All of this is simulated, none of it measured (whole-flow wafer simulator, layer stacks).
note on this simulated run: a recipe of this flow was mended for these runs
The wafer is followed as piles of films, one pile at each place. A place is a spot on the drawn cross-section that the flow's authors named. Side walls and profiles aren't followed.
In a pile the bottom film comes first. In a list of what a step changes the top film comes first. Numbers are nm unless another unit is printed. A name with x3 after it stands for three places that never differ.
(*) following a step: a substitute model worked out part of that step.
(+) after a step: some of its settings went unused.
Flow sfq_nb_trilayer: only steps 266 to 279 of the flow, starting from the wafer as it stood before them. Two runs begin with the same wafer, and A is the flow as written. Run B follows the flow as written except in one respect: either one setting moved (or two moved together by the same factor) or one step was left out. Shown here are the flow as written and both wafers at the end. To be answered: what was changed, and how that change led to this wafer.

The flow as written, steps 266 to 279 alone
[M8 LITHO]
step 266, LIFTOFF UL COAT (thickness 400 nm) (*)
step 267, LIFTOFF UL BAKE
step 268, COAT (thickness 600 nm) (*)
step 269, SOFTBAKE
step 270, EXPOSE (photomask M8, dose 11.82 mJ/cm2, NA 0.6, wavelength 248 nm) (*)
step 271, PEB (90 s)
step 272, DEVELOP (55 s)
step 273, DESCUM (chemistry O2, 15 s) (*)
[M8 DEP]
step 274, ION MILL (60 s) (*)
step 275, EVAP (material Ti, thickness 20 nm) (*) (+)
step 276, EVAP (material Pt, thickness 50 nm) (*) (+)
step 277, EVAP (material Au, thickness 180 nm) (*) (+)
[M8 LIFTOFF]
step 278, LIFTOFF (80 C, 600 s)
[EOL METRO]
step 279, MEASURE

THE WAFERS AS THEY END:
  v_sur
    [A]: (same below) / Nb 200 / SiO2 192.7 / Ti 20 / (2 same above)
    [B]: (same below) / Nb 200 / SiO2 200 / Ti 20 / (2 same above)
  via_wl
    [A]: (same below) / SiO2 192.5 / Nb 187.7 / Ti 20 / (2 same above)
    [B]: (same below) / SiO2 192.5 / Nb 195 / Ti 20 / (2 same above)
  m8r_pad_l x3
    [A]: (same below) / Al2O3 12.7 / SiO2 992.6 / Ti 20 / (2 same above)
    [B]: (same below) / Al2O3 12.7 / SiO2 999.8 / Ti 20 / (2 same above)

What caused this: step 274, ION MILL: 60 s (*), was skipped.

The path from the change to this, step by step:
  (no step that both runs have acts differently)
